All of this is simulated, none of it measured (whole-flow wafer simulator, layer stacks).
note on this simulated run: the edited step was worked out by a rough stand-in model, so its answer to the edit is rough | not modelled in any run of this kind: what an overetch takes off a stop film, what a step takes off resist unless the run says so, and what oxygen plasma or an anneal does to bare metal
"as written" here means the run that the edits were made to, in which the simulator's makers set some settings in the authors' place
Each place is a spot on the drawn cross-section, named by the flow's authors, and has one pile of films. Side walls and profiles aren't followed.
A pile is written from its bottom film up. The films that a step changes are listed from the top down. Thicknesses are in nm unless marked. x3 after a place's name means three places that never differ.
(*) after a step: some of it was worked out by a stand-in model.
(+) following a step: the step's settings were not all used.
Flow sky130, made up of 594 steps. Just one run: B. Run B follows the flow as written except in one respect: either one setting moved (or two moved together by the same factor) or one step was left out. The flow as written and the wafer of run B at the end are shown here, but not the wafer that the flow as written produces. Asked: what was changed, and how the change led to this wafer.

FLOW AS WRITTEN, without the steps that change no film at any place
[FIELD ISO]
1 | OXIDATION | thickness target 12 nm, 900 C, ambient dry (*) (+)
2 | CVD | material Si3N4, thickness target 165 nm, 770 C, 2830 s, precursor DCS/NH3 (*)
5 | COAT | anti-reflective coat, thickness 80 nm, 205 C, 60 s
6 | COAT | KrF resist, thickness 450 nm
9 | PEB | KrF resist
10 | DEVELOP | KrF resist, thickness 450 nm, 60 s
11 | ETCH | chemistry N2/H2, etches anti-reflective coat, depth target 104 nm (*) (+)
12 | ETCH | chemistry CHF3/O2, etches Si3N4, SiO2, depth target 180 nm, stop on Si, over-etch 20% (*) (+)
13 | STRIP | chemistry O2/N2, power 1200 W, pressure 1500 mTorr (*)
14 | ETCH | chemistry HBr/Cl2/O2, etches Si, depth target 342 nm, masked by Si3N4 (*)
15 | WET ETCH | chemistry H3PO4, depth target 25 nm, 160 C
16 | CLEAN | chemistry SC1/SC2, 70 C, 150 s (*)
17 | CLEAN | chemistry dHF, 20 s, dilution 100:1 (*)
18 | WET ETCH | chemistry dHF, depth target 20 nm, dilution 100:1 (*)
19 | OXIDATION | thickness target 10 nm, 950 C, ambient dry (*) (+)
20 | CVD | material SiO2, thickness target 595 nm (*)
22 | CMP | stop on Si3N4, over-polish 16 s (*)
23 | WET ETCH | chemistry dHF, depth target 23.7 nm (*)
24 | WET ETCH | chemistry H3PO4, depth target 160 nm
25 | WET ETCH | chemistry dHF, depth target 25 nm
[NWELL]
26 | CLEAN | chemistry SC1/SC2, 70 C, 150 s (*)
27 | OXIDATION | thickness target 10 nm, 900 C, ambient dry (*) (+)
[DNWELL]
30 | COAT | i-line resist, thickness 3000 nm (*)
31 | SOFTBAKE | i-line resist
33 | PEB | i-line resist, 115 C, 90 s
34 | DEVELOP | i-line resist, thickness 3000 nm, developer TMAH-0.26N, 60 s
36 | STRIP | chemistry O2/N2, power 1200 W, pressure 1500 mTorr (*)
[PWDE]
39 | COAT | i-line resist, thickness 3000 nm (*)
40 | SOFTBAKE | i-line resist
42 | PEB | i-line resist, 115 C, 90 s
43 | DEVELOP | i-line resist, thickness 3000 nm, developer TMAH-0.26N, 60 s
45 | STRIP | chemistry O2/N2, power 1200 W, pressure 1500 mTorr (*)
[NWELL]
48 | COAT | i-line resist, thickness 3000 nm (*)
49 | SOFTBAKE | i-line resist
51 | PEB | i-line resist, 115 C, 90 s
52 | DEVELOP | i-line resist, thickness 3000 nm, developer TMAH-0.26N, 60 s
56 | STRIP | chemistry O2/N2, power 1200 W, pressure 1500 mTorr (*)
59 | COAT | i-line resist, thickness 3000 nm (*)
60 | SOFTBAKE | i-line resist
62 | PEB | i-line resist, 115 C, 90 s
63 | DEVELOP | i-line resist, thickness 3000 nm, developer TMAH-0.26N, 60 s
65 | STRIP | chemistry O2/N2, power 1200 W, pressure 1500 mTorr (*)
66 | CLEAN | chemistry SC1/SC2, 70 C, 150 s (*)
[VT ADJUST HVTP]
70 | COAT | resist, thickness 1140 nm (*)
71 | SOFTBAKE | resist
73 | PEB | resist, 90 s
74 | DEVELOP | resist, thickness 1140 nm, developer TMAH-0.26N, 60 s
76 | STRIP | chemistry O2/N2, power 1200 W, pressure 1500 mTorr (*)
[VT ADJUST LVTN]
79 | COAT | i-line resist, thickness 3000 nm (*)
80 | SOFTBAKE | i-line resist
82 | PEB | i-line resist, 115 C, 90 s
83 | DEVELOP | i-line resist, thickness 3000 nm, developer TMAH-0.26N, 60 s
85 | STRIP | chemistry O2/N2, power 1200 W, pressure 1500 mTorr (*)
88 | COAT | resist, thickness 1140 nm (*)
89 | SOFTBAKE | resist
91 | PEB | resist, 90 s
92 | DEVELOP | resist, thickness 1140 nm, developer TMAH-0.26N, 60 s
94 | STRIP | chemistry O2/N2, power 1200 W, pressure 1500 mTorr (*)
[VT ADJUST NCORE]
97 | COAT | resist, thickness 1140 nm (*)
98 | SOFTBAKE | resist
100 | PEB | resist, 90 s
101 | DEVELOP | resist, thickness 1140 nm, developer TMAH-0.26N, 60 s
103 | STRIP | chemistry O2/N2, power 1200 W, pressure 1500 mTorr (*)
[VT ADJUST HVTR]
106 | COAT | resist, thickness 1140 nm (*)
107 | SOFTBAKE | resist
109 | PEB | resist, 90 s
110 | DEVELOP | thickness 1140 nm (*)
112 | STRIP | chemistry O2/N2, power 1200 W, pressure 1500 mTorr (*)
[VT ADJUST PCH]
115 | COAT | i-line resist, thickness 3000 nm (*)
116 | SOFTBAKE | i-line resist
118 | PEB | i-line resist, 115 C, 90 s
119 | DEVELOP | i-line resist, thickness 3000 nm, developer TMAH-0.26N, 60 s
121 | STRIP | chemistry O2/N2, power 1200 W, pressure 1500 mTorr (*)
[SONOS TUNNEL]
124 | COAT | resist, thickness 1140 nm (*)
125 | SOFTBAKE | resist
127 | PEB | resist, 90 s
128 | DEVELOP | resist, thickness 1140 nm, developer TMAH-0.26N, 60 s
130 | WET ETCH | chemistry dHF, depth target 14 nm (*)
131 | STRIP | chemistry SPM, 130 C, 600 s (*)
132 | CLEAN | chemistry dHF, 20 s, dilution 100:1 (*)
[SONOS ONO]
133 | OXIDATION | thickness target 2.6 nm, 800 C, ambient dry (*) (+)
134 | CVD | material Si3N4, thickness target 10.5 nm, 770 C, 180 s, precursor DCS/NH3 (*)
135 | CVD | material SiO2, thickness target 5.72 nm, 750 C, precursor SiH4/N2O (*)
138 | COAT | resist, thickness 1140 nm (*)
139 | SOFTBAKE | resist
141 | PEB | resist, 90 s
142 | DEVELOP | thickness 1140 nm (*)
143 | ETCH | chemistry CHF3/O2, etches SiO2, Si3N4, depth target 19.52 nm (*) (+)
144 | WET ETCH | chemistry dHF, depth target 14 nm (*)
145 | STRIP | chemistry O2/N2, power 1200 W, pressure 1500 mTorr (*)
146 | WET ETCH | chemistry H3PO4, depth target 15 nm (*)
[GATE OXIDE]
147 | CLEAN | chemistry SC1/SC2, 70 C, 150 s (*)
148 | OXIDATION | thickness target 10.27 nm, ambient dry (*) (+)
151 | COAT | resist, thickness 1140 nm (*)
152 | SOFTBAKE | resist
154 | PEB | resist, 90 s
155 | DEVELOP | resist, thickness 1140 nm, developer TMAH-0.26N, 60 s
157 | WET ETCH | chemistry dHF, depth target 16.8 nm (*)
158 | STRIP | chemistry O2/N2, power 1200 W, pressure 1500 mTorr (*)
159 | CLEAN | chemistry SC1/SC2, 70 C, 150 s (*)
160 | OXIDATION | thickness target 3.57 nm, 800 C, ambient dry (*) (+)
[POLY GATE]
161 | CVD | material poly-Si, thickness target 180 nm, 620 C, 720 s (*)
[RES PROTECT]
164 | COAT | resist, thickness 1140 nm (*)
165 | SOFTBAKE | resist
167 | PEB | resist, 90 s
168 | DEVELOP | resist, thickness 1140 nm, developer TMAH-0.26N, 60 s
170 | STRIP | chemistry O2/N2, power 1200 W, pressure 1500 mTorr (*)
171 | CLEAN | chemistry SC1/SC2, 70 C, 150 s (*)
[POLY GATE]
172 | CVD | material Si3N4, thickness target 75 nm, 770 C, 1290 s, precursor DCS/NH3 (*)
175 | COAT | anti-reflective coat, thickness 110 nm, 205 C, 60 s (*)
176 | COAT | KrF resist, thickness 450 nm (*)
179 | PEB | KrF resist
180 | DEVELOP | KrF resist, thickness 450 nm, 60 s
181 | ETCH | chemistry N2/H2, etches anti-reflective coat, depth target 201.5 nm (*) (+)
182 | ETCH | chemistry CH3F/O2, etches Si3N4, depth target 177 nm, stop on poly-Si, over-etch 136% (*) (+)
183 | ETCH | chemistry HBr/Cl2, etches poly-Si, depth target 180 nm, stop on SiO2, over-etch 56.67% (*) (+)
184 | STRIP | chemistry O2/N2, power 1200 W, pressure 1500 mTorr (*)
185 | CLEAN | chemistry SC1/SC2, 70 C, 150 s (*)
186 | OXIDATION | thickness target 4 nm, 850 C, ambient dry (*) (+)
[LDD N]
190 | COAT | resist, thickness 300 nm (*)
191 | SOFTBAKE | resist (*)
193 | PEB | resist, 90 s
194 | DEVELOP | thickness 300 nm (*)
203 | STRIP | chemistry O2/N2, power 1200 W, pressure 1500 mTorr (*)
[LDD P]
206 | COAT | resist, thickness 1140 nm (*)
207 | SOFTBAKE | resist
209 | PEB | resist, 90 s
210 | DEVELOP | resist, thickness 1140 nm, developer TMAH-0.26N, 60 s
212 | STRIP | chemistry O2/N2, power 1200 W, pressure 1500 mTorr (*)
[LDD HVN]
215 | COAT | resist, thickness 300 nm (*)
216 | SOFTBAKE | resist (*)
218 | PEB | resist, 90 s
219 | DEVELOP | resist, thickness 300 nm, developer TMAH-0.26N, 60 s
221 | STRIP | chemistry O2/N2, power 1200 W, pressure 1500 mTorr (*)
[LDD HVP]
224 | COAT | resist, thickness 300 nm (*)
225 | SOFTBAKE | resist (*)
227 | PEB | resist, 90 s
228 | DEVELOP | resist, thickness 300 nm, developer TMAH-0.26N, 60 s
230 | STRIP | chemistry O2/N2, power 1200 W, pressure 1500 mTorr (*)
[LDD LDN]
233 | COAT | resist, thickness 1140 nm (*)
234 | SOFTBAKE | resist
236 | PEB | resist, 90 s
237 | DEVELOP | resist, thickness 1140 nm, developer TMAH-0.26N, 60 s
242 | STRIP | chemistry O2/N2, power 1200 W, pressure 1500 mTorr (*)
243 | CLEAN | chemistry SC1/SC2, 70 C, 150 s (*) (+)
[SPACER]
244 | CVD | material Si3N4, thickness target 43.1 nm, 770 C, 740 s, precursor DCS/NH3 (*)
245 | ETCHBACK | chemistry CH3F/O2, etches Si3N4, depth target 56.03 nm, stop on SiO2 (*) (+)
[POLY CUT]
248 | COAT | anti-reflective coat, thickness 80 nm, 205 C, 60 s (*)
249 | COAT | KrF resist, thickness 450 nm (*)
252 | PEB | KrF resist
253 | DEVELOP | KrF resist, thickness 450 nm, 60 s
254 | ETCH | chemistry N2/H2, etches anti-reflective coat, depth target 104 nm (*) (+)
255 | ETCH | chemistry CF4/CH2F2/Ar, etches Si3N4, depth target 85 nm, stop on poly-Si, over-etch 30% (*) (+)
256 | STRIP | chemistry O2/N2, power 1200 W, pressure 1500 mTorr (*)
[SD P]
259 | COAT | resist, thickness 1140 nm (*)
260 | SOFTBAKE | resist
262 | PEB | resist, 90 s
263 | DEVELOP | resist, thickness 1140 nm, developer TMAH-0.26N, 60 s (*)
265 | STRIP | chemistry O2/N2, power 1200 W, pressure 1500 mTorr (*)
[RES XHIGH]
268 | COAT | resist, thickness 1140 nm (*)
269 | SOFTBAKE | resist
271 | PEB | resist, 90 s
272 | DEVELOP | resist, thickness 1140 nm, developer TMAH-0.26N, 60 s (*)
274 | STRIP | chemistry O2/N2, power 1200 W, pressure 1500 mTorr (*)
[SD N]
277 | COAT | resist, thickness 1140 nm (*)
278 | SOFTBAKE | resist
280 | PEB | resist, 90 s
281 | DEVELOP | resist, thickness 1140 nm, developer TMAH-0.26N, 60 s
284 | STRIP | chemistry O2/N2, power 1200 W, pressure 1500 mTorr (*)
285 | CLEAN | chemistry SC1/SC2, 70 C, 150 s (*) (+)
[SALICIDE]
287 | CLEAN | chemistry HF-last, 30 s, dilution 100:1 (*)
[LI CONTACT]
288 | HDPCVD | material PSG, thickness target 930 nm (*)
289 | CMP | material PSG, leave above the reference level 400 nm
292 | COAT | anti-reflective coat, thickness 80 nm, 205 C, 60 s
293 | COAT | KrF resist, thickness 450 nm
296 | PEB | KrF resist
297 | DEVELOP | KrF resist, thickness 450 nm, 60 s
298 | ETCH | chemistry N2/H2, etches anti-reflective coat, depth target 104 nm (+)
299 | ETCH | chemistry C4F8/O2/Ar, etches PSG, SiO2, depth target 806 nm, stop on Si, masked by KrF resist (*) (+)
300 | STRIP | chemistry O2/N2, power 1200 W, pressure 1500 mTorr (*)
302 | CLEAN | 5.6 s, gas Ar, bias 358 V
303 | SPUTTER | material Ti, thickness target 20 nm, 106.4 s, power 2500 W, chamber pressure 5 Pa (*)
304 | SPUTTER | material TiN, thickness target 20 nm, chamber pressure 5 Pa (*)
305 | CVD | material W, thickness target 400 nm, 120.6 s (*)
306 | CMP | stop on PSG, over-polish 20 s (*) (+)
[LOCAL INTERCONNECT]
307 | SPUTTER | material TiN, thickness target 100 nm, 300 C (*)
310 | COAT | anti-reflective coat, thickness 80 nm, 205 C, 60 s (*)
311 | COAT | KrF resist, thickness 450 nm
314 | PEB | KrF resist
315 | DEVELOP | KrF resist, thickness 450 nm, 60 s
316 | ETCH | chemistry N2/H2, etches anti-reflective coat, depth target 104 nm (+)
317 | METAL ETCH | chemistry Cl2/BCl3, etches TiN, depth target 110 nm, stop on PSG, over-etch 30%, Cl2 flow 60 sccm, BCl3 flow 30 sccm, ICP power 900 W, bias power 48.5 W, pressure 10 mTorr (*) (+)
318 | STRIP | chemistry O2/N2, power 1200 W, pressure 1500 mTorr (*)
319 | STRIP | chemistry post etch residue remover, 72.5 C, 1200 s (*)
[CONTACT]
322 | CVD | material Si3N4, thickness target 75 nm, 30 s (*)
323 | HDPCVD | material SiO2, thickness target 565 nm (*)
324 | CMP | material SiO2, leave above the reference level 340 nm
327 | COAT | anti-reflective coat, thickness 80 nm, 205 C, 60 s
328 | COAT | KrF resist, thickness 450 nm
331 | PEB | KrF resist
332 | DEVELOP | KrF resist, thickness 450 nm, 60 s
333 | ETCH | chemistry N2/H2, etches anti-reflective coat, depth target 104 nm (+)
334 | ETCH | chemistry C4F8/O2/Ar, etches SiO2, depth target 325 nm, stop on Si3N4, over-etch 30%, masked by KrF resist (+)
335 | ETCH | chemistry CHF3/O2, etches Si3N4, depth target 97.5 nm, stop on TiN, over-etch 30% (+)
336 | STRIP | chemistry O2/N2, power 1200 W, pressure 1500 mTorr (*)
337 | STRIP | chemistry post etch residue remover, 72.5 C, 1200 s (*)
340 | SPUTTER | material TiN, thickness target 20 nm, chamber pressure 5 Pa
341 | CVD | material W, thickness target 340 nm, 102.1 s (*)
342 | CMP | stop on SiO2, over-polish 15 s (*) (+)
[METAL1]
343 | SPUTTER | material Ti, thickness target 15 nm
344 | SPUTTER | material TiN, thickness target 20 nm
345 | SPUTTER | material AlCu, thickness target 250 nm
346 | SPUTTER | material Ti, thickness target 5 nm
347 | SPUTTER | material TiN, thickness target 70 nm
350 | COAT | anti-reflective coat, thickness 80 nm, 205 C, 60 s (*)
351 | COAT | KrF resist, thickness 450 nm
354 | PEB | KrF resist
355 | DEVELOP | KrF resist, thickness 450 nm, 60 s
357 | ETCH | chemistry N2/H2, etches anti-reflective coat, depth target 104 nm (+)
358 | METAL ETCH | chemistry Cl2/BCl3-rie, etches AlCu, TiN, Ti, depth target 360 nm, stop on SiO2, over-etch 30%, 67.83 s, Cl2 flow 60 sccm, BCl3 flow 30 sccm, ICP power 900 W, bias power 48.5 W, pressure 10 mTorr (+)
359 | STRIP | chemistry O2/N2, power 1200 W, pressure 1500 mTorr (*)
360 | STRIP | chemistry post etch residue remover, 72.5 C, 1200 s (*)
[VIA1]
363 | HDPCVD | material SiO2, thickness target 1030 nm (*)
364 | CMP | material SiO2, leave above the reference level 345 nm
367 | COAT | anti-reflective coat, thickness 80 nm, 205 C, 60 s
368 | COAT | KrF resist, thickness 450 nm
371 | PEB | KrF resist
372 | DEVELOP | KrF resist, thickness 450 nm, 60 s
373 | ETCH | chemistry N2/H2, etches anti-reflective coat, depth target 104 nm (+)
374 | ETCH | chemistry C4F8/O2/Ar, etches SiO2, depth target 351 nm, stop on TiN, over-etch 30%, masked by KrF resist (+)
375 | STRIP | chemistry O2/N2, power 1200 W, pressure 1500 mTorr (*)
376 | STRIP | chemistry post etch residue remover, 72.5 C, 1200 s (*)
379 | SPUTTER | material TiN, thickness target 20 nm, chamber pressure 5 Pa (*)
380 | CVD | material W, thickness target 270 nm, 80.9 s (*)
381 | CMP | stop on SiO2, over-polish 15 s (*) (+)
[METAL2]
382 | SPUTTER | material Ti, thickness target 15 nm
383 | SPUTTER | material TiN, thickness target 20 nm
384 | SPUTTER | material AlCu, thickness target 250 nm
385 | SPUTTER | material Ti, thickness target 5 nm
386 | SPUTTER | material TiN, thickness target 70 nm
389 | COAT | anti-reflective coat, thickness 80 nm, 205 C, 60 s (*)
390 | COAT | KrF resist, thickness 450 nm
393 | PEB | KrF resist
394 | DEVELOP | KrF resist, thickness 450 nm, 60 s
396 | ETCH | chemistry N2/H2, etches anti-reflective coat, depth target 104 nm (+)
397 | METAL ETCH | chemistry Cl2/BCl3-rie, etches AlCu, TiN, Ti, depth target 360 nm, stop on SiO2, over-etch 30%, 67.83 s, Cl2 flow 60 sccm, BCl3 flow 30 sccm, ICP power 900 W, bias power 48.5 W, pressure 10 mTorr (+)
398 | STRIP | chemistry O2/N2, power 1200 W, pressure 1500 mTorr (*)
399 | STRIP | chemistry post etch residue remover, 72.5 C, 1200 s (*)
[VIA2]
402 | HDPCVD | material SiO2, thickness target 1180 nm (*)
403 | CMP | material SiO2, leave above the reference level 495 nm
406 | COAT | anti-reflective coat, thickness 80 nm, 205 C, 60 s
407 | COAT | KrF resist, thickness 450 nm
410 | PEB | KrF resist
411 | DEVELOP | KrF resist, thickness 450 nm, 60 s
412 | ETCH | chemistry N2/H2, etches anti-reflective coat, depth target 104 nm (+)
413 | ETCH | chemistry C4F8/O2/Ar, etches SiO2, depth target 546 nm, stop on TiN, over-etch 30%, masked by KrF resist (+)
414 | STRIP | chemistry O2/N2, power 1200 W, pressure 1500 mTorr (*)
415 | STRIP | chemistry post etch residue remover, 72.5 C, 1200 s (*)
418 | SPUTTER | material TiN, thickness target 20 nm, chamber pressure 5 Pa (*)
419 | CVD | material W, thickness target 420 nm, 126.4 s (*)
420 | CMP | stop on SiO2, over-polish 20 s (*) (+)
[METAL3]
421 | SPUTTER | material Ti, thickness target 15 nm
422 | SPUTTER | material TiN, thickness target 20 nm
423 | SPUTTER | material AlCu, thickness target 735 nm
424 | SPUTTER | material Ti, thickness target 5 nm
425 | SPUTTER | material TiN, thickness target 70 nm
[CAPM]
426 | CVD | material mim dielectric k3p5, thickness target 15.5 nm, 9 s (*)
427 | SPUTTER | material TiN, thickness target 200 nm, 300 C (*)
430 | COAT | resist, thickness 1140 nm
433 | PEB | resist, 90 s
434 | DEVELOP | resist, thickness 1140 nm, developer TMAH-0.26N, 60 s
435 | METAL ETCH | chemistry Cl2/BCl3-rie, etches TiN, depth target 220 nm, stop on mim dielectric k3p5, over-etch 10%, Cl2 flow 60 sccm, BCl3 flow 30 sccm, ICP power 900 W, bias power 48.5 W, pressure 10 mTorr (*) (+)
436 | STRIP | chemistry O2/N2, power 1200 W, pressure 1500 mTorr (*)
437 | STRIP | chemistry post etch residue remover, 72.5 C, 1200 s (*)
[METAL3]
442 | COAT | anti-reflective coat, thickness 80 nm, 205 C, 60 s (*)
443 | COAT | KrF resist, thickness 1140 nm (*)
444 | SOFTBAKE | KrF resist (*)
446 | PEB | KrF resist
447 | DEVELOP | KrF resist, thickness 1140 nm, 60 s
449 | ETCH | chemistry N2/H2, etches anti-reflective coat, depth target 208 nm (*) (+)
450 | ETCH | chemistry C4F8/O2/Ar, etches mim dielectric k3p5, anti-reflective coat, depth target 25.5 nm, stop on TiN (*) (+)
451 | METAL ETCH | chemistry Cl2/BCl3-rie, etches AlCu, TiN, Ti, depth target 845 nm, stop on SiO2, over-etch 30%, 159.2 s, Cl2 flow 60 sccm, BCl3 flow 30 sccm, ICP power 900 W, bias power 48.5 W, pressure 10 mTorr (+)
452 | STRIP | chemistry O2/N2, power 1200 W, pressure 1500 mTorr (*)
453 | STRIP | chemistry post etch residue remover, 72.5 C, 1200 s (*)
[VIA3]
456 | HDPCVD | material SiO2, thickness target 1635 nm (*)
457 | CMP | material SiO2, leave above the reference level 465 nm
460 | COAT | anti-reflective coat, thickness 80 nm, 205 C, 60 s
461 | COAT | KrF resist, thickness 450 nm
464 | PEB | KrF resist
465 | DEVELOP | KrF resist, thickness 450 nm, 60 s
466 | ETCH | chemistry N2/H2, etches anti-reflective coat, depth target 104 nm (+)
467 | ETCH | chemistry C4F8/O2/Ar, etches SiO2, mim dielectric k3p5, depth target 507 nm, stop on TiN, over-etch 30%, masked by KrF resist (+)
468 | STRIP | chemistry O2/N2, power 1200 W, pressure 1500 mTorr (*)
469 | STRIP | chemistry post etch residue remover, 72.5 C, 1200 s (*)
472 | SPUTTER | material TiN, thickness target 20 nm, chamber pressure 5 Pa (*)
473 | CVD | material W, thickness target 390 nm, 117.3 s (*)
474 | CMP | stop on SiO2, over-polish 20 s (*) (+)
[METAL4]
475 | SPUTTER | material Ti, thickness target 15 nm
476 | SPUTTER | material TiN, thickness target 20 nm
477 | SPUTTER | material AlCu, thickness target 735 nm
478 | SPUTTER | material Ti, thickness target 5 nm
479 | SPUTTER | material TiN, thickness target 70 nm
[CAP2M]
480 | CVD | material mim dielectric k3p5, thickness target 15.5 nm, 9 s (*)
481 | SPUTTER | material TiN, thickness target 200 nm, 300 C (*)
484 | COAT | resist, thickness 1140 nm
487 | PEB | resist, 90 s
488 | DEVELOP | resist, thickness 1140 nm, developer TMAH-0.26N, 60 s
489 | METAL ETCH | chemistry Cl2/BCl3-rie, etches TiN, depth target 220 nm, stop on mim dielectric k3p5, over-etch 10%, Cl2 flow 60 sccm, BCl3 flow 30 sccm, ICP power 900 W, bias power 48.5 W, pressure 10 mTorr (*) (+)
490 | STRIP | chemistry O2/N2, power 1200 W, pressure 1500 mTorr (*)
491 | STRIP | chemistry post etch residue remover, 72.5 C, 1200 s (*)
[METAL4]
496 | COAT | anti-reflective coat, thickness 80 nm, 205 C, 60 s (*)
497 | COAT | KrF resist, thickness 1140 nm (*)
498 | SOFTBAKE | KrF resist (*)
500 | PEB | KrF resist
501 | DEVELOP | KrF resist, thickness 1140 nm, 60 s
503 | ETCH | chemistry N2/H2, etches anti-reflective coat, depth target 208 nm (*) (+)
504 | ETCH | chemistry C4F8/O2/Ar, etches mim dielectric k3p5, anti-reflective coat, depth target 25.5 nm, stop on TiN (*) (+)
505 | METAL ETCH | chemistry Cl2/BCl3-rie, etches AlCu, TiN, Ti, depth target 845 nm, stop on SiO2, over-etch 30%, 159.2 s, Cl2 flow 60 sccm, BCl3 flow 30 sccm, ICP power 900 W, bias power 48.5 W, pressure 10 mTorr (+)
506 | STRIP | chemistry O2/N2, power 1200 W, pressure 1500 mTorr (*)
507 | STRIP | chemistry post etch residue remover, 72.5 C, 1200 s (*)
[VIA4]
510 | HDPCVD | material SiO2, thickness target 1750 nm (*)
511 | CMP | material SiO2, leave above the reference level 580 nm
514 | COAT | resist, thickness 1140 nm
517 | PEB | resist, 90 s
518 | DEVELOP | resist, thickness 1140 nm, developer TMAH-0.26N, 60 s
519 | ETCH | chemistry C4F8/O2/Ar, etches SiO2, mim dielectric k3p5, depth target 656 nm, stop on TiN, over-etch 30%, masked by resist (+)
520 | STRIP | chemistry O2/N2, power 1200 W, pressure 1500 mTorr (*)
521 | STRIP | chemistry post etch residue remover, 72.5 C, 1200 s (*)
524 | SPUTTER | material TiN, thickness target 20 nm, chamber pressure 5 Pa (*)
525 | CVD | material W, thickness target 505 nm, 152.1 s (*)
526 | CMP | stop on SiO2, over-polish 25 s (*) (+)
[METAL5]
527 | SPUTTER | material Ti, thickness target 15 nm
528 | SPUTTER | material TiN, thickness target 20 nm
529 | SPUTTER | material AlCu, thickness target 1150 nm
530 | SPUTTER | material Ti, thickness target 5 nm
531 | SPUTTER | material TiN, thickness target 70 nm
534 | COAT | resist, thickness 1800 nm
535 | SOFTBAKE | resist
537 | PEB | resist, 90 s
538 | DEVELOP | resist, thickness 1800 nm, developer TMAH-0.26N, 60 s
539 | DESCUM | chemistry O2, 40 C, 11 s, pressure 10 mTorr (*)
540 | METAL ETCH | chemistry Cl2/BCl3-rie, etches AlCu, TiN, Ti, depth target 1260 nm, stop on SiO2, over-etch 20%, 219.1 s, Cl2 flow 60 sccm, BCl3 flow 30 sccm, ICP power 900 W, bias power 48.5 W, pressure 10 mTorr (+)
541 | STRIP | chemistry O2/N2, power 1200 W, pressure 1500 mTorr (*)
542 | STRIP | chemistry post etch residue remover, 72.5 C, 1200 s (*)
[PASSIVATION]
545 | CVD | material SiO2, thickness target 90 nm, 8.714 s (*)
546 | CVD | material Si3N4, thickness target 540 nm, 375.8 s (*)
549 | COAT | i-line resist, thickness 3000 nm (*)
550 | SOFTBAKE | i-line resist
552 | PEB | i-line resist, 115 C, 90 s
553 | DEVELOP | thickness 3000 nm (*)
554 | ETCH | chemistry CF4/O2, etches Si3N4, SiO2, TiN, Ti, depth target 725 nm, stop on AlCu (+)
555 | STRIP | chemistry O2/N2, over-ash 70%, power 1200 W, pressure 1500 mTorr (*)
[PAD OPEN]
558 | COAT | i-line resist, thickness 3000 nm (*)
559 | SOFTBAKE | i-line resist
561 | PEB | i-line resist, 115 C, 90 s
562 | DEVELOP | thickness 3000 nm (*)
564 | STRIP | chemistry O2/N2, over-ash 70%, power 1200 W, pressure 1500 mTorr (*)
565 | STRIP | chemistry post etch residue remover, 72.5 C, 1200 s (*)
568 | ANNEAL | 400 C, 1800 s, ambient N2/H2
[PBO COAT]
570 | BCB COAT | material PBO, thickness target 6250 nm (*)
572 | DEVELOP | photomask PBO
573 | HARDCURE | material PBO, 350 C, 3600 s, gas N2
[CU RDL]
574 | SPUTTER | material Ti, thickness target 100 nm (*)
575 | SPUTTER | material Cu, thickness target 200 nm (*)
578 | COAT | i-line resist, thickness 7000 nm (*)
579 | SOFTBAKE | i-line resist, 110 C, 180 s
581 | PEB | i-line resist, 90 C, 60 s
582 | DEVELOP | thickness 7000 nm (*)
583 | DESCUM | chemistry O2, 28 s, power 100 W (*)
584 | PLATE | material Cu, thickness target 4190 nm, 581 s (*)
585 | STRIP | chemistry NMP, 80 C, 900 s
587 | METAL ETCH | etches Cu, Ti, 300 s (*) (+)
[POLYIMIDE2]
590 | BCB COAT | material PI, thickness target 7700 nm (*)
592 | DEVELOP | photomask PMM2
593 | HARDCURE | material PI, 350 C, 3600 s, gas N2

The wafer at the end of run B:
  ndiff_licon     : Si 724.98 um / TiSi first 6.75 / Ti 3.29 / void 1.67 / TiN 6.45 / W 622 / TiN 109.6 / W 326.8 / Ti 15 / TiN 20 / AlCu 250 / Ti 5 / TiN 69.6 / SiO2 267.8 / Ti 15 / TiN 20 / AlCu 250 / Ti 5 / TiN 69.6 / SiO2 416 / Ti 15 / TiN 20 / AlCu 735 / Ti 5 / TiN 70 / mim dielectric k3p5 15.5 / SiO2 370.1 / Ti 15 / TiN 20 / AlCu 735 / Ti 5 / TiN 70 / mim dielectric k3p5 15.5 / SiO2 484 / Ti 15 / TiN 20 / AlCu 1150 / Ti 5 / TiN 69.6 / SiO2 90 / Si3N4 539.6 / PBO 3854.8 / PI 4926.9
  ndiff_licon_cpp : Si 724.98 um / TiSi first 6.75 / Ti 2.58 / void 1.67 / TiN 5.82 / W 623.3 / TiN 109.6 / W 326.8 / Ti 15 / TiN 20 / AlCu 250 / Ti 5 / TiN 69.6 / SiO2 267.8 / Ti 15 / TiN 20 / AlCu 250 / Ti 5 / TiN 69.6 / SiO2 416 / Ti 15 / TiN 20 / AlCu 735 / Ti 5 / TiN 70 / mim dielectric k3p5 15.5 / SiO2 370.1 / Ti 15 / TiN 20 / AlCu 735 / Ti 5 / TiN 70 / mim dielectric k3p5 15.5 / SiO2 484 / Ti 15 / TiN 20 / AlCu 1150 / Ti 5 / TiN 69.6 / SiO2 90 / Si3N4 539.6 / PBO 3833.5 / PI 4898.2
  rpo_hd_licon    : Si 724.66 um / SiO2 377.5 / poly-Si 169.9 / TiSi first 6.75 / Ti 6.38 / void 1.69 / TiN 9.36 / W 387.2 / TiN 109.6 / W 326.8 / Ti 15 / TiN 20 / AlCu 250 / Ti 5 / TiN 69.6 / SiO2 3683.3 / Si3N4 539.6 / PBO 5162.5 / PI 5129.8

Cause: step 304, SPUTTER: chamber pressure 4.06 Pa was run, whereas the flow has chamber pressure 5 Pa.

Step by step, how the change led to this:
  304 | SPUTTER | material TiN, thickness target 20 nm, chamber pressure 5 Pa (*)
      rpo_hd_licon: TiN gains 9.36 (new film) (as written it would have been: TiN gains 9.89 (new film))
